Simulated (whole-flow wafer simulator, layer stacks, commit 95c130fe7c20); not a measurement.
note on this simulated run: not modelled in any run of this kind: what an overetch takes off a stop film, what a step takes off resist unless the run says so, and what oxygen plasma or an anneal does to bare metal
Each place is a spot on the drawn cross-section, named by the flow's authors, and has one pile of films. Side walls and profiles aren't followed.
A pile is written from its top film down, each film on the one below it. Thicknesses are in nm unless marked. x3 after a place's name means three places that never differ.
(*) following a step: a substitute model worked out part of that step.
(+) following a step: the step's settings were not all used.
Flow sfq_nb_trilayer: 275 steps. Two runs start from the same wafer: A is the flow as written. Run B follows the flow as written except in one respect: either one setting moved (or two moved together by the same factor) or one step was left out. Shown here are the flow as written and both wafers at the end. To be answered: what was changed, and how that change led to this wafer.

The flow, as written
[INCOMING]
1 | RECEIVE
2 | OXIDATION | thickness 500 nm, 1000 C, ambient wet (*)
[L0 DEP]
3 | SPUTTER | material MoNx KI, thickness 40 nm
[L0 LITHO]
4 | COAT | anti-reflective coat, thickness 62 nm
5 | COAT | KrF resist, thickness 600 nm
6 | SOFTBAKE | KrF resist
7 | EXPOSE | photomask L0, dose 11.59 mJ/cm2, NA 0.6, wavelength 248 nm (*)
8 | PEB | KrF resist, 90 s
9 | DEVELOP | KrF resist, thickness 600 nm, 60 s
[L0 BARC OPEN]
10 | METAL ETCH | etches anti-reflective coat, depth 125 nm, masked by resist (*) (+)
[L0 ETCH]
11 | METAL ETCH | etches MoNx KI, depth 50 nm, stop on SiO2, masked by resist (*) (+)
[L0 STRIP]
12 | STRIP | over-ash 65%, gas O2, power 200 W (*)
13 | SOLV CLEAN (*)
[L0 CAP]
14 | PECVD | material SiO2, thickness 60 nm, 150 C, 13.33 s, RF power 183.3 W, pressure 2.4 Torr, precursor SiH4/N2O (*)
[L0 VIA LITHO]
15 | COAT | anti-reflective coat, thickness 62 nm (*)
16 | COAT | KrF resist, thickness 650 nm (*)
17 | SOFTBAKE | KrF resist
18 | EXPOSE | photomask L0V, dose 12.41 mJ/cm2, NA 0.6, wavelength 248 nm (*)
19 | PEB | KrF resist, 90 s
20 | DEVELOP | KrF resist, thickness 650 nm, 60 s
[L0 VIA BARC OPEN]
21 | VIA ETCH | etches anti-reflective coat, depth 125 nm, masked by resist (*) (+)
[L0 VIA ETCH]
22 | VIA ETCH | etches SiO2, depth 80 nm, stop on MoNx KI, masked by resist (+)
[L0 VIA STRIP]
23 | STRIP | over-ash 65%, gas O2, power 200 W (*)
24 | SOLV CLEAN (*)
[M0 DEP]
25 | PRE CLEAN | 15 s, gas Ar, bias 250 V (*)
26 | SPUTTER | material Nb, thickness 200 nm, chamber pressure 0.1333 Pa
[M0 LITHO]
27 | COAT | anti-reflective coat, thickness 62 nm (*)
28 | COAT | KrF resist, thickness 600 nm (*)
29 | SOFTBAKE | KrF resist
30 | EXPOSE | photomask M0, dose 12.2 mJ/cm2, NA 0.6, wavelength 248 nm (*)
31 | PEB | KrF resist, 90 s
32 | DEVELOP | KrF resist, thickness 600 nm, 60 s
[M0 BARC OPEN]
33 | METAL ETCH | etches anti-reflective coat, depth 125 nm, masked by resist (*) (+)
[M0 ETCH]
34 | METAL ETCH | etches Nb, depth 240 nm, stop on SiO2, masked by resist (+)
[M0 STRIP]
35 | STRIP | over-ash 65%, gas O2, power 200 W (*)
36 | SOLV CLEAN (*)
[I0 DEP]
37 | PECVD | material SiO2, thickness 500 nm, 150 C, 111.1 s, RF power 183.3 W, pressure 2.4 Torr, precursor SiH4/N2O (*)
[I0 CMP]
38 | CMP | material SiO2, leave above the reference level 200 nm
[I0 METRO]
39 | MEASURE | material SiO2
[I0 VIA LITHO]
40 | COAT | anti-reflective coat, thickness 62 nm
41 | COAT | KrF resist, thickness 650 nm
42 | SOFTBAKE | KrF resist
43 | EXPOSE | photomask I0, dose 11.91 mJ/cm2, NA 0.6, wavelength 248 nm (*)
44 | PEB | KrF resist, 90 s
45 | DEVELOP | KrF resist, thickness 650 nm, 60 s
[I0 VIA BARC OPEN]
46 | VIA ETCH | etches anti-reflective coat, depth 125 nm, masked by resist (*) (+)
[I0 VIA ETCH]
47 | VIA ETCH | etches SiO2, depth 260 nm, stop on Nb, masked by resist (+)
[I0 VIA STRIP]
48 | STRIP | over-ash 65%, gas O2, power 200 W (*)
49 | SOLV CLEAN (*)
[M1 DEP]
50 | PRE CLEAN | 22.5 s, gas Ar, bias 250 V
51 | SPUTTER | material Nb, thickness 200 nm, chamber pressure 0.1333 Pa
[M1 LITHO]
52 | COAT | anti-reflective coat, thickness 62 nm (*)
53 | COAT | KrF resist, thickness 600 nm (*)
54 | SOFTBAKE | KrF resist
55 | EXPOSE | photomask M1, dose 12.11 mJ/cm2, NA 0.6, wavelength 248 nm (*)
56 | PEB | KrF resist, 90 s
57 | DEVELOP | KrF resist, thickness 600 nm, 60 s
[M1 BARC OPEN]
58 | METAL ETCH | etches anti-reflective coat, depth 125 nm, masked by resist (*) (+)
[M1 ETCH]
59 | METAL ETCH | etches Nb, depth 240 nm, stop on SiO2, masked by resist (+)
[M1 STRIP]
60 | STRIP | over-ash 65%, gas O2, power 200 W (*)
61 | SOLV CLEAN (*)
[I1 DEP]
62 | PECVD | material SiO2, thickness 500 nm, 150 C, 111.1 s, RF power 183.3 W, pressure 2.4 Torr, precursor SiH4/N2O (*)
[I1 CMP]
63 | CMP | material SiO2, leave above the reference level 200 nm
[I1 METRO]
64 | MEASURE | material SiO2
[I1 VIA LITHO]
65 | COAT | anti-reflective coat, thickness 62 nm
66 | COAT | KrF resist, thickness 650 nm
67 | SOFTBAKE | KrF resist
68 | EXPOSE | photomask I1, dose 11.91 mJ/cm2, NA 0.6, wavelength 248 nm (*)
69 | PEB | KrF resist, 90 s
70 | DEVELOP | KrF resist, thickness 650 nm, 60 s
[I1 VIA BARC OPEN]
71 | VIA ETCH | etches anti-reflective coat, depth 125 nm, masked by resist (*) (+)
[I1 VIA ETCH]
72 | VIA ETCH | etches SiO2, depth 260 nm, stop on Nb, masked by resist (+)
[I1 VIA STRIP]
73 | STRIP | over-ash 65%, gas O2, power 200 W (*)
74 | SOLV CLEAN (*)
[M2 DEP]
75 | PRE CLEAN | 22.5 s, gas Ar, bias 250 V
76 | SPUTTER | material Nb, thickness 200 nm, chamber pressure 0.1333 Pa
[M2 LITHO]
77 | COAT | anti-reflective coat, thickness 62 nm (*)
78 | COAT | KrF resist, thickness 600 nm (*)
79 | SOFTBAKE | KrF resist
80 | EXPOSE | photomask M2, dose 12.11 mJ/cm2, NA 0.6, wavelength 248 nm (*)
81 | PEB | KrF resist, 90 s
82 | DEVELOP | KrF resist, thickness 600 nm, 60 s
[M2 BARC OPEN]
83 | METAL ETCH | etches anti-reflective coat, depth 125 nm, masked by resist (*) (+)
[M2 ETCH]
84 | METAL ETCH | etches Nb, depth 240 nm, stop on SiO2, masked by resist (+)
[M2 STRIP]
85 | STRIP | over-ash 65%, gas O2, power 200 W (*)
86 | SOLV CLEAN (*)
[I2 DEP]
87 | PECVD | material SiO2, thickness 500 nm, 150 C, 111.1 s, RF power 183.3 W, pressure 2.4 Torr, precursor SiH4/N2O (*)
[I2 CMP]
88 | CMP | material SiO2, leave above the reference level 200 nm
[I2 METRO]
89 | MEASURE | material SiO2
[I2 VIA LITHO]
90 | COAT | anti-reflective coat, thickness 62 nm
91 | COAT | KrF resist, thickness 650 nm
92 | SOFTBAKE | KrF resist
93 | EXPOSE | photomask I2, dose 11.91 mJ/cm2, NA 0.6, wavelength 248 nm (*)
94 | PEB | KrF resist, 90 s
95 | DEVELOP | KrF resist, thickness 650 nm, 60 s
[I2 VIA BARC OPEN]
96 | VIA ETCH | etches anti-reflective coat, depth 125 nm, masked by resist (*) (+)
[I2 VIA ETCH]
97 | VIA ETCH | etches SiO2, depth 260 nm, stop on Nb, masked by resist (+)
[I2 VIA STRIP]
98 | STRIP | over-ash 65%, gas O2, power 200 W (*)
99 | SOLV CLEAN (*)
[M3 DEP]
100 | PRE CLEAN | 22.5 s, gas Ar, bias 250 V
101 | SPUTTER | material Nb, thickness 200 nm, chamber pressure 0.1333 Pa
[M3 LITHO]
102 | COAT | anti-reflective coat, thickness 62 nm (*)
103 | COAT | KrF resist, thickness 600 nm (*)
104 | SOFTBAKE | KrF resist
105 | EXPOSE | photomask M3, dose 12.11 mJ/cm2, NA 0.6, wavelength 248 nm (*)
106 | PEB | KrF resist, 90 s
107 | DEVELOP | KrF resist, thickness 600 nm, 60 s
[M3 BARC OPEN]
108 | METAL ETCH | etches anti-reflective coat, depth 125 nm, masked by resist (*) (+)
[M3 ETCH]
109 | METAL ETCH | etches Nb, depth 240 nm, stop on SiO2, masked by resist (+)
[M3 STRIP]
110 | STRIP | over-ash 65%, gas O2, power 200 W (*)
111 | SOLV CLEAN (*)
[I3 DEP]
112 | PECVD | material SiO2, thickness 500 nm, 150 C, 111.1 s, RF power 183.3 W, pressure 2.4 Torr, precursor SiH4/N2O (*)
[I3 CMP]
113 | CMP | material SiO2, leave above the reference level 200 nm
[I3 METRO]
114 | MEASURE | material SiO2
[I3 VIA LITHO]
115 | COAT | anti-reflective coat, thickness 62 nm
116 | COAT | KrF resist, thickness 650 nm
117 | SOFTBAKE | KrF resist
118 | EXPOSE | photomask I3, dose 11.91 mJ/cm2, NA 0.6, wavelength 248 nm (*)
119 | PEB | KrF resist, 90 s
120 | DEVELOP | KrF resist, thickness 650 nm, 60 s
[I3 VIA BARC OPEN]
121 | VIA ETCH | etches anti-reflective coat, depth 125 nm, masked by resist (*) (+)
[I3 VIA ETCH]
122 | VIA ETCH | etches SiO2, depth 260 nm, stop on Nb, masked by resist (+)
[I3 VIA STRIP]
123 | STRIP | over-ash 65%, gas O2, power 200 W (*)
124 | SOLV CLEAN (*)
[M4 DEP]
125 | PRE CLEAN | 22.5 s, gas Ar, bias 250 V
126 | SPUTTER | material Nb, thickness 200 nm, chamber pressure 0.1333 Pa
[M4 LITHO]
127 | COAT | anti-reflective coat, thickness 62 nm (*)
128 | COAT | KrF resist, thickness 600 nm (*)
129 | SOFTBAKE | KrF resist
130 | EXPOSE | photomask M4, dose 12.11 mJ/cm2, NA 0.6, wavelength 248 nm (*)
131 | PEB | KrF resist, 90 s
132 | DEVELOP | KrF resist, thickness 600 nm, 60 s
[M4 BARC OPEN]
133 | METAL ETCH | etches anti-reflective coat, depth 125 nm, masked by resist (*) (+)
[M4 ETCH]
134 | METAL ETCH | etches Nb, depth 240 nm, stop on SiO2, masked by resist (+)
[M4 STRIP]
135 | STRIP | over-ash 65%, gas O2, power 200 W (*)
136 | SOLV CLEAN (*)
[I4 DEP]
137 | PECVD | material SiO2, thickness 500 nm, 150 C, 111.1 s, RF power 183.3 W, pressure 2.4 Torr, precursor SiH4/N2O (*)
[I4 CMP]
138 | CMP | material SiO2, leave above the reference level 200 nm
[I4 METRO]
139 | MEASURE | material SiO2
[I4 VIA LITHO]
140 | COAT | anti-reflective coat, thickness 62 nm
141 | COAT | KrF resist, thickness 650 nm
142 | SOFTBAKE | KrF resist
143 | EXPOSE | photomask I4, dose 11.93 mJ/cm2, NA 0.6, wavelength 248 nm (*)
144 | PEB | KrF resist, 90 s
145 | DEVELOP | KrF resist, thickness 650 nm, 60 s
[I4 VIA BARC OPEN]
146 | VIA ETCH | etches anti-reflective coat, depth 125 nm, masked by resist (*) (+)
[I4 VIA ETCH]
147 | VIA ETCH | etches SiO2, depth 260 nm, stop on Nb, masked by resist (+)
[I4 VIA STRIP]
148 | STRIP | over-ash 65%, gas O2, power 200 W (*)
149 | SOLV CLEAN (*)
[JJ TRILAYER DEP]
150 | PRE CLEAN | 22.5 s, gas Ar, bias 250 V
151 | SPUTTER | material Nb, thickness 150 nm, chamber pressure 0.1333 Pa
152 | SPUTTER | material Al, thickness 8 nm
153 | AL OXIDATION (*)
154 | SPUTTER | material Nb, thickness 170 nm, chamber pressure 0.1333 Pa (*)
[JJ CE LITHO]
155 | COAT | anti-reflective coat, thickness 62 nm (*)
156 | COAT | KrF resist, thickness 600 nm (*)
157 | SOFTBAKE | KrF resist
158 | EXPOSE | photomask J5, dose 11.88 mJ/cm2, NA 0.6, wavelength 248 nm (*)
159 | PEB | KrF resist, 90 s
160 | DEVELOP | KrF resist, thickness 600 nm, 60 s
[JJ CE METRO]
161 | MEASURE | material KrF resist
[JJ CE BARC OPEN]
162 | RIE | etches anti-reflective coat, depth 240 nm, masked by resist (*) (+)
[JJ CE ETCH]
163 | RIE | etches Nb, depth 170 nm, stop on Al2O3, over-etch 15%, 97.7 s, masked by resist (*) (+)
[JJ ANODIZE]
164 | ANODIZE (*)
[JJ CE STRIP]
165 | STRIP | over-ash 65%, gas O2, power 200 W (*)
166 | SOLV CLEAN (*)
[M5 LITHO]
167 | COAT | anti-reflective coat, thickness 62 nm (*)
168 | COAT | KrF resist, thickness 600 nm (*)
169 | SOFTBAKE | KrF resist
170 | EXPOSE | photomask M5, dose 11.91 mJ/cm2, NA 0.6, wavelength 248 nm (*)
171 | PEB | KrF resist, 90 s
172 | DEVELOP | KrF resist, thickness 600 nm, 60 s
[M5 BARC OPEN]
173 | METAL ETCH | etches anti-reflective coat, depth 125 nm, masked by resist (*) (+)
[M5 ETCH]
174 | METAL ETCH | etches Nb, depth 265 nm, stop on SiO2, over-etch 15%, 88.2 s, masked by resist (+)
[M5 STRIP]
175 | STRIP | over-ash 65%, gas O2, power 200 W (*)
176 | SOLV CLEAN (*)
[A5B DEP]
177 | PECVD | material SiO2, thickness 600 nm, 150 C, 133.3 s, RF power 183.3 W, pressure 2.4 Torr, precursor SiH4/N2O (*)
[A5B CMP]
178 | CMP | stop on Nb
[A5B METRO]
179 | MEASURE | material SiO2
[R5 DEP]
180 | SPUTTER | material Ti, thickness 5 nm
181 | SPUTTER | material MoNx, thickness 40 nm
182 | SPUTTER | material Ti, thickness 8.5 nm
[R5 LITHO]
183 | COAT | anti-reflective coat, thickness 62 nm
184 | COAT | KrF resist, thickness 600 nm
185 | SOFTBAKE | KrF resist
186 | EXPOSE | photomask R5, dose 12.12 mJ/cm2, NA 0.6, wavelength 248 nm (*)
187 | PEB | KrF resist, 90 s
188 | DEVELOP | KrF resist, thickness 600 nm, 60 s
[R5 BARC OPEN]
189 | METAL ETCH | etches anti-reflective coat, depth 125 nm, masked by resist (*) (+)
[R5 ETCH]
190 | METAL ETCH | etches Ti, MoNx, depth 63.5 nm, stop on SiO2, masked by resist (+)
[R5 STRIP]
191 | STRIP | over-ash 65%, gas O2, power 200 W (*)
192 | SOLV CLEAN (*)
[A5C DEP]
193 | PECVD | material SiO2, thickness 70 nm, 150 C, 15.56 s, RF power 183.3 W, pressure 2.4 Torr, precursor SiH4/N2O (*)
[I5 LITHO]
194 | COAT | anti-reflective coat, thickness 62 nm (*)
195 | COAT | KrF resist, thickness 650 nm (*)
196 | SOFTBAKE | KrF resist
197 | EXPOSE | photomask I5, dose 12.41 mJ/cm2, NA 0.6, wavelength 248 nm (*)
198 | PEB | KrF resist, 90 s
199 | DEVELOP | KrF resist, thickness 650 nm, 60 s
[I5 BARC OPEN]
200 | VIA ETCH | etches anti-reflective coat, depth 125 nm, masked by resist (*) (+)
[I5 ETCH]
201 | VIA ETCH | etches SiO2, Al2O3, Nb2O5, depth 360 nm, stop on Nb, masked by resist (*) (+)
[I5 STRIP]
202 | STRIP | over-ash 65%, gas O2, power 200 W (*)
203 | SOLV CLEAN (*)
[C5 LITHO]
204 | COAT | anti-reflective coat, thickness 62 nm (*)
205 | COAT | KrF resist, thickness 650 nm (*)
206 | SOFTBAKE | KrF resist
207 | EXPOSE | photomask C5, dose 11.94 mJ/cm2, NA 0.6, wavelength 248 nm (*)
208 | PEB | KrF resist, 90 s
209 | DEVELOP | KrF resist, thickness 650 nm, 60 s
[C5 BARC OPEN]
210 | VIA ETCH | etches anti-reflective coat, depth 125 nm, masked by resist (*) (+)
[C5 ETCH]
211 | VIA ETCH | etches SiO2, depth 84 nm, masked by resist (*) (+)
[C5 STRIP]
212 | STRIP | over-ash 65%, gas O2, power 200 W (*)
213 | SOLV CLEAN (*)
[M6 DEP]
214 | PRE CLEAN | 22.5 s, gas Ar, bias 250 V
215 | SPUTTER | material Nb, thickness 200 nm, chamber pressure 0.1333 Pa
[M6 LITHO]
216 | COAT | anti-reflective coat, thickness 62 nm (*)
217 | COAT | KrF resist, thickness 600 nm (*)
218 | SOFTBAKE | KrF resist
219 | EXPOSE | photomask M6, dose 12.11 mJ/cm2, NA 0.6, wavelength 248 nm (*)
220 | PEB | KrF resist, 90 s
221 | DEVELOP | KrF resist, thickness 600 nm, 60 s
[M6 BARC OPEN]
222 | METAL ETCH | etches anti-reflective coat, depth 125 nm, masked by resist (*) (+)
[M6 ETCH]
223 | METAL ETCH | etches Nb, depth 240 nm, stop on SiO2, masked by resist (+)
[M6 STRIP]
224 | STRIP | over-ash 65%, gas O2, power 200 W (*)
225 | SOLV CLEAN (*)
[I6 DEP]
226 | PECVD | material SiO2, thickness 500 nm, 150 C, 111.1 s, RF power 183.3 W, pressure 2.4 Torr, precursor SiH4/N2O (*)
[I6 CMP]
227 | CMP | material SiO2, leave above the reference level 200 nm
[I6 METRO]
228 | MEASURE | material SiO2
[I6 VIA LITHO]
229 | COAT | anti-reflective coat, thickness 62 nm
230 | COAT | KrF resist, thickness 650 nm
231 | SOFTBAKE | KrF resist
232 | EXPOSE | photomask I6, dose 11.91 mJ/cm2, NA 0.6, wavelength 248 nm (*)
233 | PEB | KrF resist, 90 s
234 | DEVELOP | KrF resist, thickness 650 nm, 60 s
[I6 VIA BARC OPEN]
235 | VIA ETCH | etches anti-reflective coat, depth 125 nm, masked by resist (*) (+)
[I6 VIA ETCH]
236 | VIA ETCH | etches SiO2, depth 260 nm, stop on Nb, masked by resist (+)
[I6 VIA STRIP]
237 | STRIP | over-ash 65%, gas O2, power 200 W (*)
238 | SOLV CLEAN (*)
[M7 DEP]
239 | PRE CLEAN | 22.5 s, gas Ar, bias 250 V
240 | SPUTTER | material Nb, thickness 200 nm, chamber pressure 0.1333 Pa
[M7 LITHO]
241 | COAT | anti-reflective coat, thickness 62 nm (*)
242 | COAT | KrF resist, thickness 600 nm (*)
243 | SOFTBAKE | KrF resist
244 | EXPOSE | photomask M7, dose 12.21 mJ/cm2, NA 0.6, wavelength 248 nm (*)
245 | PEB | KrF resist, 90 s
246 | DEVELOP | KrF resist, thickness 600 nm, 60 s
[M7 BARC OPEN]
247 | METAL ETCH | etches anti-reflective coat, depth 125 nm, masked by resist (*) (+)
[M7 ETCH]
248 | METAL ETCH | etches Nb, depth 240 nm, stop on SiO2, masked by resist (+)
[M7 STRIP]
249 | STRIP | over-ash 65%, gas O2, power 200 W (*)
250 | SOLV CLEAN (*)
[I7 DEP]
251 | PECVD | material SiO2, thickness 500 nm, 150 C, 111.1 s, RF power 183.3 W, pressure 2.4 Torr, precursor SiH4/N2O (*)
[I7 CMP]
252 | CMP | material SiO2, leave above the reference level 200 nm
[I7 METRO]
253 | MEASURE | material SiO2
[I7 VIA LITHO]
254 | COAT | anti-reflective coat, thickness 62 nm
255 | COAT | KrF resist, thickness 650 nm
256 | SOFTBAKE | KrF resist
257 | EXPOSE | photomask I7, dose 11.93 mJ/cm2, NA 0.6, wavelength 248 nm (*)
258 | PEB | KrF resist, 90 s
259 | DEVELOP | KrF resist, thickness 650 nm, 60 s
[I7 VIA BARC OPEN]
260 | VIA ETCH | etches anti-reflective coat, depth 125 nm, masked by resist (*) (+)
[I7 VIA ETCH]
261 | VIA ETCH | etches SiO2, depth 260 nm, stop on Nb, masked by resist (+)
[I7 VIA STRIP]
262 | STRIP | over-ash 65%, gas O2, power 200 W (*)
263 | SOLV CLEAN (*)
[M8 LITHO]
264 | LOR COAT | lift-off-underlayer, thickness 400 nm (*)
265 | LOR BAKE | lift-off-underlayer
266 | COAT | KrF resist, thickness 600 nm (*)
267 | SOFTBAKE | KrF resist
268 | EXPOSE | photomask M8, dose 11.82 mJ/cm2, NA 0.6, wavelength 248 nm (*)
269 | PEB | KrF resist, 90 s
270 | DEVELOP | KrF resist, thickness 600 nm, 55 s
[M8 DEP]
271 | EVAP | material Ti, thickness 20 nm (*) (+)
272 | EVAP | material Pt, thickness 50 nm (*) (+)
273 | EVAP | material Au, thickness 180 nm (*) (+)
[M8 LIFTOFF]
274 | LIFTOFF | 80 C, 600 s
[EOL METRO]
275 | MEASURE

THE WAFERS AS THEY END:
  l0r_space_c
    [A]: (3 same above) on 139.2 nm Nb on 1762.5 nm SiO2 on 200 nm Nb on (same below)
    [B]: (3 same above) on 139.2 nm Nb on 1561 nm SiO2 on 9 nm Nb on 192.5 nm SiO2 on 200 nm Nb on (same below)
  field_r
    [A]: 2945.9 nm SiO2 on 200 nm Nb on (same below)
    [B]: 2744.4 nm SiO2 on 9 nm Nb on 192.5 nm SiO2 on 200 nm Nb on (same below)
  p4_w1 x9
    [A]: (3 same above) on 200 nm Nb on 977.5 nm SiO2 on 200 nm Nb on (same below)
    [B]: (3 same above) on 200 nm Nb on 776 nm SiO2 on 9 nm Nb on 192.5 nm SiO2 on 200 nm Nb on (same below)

The reason: step 59, METAL ETCH: depth 191 nm was run, though the flow has depth 240 nm.

Step by step, how the change led to this:
  59 | METAL ETCH | etches Nb, depth 240 nm, stop on SiO2, masked by resist (+)
      field_l, be, be_sur and 79 more: A -200 Nb (all of it) | B -191 Nb
      v_sur, via_wl, via_w and 21 more: A -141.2 KrF resist | B -112.4 KrF resist
  60 | STRIP | over-ash 65%, gas O2, power 200 W (*)
      wl_j_sl, wl_jj, wl_j_sr and 13 more: A -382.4 KrF resist (all of it), -62 anti-reflective coat (all of it) | B -411.2 KrF resist (all of it), -62 anti-reflective coat (all of it)
      v_sur: A -365.9 KrF resist (all of it), -61.1 anti-reflective coat (all of it) | B -394.7 KrF resist (all of it), -61.1 anti-reflective coat (all of it)
      (also at 7 further places)
  62 | PECVD | material SiO2, thickness 500 nm, 150 C, 111.1 s, RF power 183.3 W, pressure 2.4 Torr, precursor SiH4/N2O (*)
      field_l, be, be_sur and 72 more: A +500 SiO2 | B +500 SiO2 (new film)
      lsp_m, ln_m6, lsp_r, l0_sur, l0v: A +494.9 SiO2 | B +500 SiO2 (new film)
      (also at 2 further places)
  63 | CMP | material SiO2, leave above the reference level 200 nm
      field_l, be, be_sur and 72 more: A -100 SiO2 | B -109 SiO2
      lsp_m, ln_m6, lsp_r, l0_sur, l0v: A -94.9 SiO2 | B -109 SiO2
Taking metal films that touch as one body, l0r_space_c has 3 bodies (between them, from the top down: SiO2 1561; SiO2 192.5); the flow as written gives 2 bodies (between them, from the top down: SiO2 1762.5).
Taking metal films that touch as one body, field_r has 2 bodies (between them, from the top down: SiO2 192.5); the flow as written gives 1 body.
Taking metal films that touch as one body, p4_w1 x9 has 4 bodies (between them, from the top down: SiO2 192.5; SiO2 776; SiO2 192.5); the flow as written gives 3 bodies (between them, from the top down: SiO2 192.5; SiO2 977.5).
